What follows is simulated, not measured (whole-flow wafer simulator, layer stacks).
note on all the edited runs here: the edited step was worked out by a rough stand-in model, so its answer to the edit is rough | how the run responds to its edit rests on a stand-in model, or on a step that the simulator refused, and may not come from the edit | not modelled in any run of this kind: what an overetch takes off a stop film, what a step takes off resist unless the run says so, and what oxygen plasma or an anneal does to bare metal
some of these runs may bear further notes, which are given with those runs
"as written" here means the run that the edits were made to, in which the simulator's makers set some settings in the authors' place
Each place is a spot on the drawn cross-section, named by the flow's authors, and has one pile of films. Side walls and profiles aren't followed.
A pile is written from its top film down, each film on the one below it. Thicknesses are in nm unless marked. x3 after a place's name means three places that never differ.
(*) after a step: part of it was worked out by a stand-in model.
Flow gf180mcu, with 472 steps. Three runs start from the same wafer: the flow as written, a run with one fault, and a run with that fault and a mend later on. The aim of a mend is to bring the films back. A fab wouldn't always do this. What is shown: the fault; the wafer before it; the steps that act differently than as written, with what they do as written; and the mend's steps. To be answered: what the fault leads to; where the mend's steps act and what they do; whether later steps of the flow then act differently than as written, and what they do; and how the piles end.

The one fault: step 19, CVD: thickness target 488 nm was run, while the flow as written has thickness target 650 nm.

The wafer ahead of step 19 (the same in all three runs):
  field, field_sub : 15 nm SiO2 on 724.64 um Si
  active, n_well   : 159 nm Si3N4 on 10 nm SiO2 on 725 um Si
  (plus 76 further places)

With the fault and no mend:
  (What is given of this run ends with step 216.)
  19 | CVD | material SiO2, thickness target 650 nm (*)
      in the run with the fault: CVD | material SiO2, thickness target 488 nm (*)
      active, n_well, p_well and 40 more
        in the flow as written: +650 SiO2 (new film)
        in the run with the fault: +488 SiO2 (new film)
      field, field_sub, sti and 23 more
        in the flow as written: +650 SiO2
        in the run with the fault: +488 SiO2
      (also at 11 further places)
  Steps later in the flow that act otherwise than as written (54 other steps are not shown; they differ only slightly, by no more than 2% or 0.5 nm, whichever is larger):
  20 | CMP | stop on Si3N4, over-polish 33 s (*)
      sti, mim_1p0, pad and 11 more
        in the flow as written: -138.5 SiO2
        in the run with the fault: nothing
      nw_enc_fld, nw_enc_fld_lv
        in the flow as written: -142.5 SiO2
        in the run with the fault: nothing
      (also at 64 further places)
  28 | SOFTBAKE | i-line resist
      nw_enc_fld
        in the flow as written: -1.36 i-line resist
        in the run with the fault: +2.01 i-line resist
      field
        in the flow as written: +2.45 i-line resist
        in the run with the fault: +1.23 i-line resist
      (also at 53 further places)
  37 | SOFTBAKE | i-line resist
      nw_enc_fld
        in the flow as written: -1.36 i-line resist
        in the run with the fault: +2.01 i-line resist
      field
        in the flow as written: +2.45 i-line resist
        in the run with the fault: +1.23 i-line resist
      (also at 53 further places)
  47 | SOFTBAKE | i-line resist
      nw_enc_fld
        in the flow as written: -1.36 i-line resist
        in the run with the fault: +2.01 i-line resist
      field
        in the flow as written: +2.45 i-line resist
        in the run with the fault: +1.23 i-line resist
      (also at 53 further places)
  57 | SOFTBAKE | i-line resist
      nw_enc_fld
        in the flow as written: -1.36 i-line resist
        in the run with the fault: +2.01 i-line resist
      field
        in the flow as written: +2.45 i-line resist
        in the run with the fault: +1.23 i-line resist
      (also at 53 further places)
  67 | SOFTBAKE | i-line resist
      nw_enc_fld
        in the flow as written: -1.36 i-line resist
        in the run with the fault: +2.01 i-line resist
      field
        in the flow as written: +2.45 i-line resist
        in the run with the fault: +1.23 i-line resist
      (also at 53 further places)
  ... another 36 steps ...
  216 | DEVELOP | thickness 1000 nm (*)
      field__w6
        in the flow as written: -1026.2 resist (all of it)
        in the run with the fault: -1059.4 resist (all of it)
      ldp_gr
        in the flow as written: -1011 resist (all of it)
        in the run with the fault: -990.6 resist (all of it)
  The piles after step 216 differ from the flow's at field, field__w1, field__w2 and 49 more by more than 2% or 0.5 nm, whichever is larger.
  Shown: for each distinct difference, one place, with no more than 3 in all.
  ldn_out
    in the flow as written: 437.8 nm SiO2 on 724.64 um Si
    in the run with the fault: 414.4 nm SiO2 on 724.64 um Si
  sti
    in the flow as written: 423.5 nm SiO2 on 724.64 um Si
    in the run with the fault: 400.2 nm SiO2 on 724.64 um Si
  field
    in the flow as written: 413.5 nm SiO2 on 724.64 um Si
    in the run with the fault: 400.2 nm SiO2 on 724.64 um Si

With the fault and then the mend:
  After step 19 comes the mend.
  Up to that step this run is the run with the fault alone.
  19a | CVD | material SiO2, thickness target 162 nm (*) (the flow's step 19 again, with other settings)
      field, field_sub, active and 77 more
        +162 SiO2
  None of the later steps of the flow acts differently than as written at any place that is followed.
  At every place that both follow, the piles at the end match the flow's.
